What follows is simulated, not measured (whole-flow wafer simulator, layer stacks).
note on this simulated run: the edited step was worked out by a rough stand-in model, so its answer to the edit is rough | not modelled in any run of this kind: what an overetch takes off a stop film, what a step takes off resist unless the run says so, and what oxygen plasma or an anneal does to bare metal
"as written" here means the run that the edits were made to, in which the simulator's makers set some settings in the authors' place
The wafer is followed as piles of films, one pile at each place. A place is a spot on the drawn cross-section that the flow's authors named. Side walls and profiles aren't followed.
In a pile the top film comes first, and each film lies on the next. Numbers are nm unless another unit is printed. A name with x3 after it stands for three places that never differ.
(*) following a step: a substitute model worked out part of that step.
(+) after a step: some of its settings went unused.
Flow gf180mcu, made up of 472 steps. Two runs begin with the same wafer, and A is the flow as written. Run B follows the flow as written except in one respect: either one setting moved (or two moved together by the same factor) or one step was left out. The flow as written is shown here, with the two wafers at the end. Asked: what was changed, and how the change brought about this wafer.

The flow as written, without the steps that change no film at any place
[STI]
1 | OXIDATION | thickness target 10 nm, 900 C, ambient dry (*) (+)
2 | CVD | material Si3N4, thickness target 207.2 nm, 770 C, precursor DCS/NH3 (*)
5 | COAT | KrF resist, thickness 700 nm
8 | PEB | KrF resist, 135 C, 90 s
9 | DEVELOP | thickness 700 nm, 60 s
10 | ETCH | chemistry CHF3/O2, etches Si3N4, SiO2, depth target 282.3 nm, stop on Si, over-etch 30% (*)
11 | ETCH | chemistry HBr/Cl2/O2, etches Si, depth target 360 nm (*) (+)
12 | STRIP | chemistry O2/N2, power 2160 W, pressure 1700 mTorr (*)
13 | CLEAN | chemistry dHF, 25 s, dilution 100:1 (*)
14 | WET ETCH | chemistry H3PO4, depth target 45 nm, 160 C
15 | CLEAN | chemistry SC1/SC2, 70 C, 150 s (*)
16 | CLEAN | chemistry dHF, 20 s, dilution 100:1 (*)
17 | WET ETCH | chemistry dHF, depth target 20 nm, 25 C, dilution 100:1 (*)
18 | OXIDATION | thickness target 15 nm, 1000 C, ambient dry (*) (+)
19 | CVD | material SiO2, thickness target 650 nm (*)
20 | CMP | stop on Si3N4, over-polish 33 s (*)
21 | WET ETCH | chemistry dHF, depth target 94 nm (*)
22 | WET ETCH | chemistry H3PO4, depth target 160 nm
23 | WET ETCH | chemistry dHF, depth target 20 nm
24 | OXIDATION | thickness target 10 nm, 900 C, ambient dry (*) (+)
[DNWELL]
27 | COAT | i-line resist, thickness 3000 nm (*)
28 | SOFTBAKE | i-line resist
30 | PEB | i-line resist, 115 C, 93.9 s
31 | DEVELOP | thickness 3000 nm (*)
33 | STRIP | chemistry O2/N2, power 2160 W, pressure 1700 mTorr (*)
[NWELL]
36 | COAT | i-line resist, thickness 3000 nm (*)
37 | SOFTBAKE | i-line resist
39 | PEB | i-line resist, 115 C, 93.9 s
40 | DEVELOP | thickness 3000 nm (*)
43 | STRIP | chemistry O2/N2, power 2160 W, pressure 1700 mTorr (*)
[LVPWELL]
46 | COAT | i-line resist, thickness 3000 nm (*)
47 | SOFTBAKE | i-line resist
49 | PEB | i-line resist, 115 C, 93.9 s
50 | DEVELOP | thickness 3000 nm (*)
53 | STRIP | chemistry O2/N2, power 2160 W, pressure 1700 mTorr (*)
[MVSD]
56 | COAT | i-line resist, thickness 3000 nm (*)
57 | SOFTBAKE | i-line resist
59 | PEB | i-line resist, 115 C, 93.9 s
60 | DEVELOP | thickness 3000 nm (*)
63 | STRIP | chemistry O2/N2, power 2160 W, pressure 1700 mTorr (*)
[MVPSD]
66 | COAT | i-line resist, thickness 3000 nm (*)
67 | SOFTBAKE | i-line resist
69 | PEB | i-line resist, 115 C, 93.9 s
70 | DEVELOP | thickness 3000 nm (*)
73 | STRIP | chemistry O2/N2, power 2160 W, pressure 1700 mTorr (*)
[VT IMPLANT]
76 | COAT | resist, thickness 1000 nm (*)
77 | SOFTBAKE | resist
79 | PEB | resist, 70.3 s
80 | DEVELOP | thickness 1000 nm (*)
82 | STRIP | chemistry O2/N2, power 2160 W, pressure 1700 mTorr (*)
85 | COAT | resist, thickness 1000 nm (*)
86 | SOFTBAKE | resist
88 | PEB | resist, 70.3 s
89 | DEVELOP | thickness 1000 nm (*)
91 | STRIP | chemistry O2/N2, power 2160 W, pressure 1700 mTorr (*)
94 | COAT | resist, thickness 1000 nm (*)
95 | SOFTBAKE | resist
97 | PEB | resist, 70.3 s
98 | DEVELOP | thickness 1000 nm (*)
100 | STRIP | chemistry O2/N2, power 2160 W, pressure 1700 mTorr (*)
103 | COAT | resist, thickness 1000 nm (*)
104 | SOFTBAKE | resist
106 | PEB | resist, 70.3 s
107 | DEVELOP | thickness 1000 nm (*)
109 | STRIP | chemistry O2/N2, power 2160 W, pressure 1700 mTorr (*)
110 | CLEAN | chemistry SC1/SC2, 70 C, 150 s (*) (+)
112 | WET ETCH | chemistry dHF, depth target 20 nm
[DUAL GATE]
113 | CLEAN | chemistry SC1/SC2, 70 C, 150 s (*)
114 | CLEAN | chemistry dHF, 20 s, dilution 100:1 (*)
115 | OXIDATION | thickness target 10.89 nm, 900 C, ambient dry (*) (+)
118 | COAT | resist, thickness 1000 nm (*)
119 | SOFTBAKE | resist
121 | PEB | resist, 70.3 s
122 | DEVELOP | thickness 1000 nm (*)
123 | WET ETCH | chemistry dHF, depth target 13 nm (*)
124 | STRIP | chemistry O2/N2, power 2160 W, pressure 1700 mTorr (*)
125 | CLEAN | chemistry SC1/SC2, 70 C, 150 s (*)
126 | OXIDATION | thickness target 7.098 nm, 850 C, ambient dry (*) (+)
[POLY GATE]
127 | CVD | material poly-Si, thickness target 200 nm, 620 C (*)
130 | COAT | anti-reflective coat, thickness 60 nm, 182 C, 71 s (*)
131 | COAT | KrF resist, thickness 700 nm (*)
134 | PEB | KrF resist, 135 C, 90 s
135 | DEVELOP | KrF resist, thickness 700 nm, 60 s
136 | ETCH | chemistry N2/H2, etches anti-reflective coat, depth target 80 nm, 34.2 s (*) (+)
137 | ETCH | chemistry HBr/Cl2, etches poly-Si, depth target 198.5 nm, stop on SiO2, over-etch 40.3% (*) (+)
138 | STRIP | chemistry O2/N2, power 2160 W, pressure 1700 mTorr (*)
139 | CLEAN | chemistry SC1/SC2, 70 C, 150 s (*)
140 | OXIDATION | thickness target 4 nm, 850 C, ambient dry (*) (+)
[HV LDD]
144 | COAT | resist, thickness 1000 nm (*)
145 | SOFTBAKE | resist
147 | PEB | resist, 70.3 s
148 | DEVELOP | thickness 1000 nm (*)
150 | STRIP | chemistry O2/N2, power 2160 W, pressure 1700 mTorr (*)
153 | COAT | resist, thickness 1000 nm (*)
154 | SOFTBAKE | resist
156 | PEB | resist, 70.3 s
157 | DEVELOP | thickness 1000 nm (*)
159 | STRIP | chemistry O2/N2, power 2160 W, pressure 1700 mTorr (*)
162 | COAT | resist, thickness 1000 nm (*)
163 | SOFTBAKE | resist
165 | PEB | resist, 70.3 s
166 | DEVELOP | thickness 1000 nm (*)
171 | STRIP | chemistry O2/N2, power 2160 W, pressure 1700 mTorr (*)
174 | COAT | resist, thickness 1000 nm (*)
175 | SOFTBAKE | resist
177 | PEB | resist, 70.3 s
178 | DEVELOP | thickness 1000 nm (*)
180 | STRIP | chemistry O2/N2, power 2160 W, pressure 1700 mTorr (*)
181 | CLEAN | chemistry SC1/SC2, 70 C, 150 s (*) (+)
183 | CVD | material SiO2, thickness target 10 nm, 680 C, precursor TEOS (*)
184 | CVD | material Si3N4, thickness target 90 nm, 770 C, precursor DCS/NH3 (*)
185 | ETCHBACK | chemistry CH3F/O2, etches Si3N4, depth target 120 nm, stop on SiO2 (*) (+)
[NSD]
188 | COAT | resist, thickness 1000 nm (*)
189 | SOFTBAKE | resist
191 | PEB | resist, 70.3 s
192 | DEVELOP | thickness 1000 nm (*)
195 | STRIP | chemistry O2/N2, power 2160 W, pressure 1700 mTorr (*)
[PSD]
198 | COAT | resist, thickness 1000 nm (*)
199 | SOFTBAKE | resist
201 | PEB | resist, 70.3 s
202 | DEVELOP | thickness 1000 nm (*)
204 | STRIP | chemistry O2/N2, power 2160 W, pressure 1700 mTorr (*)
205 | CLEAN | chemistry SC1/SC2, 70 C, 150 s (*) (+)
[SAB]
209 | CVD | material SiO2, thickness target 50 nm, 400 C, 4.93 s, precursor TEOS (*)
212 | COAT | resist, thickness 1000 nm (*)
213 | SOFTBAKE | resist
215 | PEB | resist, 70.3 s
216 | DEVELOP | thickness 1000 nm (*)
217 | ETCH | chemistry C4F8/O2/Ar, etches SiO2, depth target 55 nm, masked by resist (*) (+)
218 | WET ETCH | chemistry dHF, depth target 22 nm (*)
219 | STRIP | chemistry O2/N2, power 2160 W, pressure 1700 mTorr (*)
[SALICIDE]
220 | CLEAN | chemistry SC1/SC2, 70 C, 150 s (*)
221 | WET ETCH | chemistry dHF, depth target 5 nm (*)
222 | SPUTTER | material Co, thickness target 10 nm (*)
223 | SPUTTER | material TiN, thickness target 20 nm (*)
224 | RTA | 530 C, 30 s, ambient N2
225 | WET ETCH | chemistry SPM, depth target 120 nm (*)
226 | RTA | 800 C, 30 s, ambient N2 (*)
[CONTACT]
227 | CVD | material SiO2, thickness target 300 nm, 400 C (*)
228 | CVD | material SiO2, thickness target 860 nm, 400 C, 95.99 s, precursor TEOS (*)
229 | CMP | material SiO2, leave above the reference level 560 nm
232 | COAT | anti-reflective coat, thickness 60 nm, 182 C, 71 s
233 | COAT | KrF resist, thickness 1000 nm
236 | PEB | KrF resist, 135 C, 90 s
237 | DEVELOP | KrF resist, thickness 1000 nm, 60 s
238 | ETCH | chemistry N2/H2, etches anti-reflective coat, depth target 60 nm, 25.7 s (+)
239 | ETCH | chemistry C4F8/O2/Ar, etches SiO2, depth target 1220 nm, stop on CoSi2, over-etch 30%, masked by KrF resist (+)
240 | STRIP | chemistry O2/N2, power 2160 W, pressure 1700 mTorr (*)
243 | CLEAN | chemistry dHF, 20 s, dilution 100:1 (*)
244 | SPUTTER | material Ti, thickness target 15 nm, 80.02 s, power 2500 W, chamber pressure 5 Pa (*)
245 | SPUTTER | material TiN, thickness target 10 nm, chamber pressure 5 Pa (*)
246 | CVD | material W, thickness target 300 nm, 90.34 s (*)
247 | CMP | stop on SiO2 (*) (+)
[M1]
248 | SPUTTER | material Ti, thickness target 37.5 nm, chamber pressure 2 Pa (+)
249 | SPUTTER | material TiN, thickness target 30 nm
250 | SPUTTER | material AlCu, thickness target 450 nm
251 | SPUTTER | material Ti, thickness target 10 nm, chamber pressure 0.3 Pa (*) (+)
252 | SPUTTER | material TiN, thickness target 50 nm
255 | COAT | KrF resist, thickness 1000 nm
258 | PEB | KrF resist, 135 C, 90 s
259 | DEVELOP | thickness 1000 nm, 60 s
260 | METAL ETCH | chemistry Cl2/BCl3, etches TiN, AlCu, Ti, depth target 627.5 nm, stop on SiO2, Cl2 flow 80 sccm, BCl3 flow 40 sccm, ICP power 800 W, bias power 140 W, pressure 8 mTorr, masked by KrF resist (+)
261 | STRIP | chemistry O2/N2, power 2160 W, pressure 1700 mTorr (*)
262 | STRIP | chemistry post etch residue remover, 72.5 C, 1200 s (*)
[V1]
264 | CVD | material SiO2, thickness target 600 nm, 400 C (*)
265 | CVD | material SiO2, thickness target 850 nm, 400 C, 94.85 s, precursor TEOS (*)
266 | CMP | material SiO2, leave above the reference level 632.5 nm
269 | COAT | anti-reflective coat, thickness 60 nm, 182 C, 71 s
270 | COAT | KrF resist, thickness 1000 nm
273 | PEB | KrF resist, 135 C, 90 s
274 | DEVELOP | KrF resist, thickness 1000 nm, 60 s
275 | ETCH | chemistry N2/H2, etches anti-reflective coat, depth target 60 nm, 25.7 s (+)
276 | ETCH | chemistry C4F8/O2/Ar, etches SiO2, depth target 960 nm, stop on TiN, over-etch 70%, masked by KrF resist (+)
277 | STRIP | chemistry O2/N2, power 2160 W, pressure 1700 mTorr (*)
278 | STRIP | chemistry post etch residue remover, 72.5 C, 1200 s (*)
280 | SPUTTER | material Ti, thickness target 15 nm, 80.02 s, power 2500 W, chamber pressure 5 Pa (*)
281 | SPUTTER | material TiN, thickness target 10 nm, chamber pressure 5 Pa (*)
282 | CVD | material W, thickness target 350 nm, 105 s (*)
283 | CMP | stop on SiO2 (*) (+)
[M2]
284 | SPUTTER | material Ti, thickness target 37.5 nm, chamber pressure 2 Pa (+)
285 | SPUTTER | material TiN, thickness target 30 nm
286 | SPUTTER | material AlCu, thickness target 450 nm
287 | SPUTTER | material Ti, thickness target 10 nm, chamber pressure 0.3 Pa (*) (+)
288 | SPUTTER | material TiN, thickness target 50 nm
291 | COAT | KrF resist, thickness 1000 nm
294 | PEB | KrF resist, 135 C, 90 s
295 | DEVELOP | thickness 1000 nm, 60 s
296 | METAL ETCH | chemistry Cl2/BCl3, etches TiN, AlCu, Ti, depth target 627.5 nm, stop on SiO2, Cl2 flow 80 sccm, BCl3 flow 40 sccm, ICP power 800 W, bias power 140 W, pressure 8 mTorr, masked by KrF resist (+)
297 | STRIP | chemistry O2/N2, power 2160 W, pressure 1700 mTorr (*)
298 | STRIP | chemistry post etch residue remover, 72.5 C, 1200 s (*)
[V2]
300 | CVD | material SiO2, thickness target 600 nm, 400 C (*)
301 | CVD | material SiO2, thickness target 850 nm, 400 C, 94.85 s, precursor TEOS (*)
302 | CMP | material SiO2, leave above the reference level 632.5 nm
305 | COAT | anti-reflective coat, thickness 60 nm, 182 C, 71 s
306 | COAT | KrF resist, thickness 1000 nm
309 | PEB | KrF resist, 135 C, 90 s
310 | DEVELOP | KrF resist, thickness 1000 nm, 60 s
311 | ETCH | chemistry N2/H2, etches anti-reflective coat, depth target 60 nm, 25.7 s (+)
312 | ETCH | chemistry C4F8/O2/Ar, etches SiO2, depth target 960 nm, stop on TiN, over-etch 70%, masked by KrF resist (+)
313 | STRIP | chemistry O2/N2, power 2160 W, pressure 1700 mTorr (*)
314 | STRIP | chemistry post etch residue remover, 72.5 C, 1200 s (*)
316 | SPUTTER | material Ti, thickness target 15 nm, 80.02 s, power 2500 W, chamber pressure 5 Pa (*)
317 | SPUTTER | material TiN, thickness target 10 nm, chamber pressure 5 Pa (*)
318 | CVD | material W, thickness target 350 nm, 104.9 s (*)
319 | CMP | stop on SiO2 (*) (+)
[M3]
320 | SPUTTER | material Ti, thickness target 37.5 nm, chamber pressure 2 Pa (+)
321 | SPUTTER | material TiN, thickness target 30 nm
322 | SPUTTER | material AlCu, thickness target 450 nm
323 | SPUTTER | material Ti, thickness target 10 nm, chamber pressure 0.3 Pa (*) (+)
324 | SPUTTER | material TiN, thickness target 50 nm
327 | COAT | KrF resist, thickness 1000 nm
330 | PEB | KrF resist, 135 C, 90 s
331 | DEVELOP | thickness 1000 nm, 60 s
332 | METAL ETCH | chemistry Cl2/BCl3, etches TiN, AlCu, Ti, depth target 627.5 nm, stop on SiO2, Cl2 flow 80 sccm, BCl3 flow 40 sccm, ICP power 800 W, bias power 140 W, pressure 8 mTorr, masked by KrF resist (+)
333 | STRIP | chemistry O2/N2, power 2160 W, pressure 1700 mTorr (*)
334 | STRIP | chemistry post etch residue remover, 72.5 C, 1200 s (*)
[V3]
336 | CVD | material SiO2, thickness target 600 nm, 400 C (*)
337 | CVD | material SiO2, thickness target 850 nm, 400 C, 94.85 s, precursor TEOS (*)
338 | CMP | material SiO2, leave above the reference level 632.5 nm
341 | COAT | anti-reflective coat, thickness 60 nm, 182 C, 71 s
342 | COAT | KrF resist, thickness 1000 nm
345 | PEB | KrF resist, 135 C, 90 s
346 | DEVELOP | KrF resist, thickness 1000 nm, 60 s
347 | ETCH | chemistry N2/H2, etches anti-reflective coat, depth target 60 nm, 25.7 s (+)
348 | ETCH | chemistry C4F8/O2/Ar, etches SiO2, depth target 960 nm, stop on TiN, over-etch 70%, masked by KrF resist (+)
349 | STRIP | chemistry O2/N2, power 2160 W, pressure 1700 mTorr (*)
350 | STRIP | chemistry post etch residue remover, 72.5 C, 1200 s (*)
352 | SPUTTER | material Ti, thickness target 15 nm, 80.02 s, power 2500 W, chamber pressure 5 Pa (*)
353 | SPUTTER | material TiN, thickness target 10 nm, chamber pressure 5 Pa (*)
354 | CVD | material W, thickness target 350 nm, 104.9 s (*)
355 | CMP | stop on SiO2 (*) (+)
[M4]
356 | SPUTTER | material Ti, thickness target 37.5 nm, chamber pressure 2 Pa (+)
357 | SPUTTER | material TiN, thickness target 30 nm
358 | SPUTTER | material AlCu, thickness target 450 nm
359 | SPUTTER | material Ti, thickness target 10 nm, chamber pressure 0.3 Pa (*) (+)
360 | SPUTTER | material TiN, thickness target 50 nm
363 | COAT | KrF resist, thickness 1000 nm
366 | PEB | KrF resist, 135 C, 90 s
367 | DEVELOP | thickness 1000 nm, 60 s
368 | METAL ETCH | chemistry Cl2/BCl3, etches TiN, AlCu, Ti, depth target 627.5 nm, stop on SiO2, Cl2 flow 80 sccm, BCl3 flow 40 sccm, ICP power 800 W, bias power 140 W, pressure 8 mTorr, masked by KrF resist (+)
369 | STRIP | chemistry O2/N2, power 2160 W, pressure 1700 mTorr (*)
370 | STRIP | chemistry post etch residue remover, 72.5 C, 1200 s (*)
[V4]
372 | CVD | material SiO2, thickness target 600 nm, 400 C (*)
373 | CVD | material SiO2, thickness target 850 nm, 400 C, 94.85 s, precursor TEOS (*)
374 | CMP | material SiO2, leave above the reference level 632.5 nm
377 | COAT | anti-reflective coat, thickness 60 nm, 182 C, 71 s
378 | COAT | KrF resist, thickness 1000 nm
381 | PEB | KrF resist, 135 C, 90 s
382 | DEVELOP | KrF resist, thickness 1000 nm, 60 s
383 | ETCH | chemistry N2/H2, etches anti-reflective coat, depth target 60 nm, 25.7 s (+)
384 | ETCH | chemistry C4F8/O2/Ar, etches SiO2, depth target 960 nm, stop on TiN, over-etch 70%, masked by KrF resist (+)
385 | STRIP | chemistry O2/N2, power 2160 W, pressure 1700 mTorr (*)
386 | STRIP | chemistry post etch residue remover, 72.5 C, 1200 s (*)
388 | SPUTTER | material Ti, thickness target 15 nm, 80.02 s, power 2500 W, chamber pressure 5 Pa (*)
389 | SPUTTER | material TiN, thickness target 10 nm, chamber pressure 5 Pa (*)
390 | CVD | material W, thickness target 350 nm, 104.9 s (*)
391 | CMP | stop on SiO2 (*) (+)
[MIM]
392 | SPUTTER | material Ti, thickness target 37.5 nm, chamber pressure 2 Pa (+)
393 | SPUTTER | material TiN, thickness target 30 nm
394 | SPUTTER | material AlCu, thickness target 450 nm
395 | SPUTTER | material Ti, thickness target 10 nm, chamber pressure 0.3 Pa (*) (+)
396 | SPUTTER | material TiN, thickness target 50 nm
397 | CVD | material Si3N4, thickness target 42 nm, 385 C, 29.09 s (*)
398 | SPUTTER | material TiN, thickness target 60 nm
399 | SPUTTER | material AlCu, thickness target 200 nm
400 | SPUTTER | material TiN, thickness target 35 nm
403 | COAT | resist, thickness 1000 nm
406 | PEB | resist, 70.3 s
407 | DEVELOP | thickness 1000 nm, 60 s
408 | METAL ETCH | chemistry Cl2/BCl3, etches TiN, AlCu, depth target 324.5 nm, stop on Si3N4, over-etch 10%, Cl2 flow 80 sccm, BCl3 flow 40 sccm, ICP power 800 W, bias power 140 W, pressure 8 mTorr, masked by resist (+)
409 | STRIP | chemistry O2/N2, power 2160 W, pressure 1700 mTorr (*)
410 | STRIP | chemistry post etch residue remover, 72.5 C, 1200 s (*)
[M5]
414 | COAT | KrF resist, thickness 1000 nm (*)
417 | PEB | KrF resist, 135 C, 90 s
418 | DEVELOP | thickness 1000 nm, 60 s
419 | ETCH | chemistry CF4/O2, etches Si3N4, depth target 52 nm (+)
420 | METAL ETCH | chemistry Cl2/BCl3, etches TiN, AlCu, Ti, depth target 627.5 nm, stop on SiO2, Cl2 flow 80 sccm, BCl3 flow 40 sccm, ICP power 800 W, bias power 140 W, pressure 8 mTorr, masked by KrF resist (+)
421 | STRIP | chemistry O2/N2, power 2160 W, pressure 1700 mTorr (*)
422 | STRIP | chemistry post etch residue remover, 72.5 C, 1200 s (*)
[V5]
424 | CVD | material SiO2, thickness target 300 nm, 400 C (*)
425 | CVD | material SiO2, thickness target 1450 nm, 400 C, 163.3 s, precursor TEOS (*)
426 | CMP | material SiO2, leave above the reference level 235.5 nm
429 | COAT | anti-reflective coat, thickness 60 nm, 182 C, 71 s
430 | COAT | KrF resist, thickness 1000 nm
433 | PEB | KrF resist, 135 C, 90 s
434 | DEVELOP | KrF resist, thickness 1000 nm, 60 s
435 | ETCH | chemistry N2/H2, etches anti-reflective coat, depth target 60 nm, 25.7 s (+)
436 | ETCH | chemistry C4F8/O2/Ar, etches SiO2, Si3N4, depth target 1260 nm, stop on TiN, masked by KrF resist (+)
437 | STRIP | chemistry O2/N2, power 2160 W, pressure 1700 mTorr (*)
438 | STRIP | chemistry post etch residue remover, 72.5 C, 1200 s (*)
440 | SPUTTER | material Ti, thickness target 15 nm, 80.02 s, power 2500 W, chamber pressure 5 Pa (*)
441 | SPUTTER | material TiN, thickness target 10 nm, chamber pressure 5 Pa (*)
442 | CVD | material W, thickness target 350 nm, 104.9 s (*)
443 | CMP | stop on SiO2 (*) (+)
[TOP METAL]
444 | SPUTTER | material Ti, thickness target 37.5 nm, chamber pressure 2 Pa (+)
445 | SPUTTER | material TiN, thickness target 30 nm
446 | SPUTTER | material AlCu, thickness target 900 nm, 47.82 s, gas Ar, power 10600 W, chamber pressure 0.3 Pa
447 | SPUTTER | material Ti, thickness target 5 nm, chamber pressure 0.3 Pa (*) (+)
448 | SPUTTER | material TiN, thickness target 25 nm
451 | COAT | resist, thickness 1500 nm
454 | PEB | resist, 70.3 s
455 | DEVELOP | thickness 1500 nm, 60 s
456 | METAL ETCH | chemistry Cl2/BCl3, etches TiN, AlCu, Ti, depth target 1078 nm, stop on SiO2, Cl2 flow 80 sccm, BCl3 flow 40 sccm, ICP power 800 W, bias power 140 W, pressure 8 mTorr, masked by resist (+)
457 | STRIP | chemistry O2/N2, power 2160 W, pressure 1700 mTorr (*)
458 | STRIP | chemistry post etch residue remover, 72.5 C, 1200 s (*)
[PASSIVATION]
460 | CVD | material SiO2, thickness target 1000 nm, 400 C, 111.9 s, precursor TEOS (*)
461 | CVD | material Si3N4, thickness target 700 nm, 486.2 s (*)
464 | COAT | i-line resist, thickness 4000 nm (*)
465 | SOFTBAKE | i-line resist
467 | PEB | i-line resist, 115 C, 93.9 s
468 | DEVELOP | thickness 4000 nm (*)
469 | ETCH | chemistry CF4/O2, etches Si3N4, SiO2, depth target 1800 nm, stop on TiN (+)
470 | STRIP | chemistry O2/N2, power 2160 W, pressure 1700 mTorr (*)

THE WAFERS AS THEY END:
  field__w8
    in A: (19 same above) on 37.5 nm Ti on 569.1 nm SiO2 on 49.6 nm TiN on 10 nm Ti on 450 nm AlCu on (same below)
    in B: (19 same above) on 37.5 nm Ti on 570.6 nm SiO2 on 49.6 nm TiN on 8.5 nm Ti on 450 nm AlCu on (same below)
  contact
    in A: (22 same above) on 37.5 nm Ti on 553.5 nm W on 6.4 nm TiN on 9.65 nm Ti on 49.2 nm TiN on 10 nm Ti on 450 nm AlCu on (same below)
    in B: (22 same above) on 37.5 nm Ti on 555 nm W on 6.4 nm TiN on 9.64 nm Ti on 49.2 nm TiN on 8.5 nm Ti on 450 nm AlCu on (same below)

Cause: step 323, SPUTTER: thickness target 8.5 nm was run, while the flow as written has thickness target 10 nm.
One can read it off the wafer: field__w8 has Ti 8.5, and step 323 as written asks for 10 nm.

How this came from the change, step by step:
  323 | SPUTTER | material Ti, thickness target 10 nm, chamber pressure 0.3 Pa (*) (+)
      field, field__w1, field__w2 and 108 more: A Ti gains 10 (new film) | B Ti gains 8.5 (new film)
  332 | METAL ETCH | chemistry Cl2/BCl3, etches TiN, AlCu, Ti, depth target 627.5 nm, stop on SiO2, Cl2 flow 80 sccm, BCl3 flow 40 sccm, ICP power 800 W, bias power 140 W, pressure 8 mTorr, masked by KrF resist (+)
      field, field__w1, field__w2 and 103 more: A TiN loses 50 (all of it), Ti loses 10 (all of it), AlCu loses 450 (all of it), TiN loses 30 (all of it), Ti loses 37.5 (all of it) | B TiN loses 50 (all of it), Ti loses 8.5 (all of it), AlCu loses 450 (all of it), TiN loses 30 (all of it), Ti loses 37.5 (all of it)
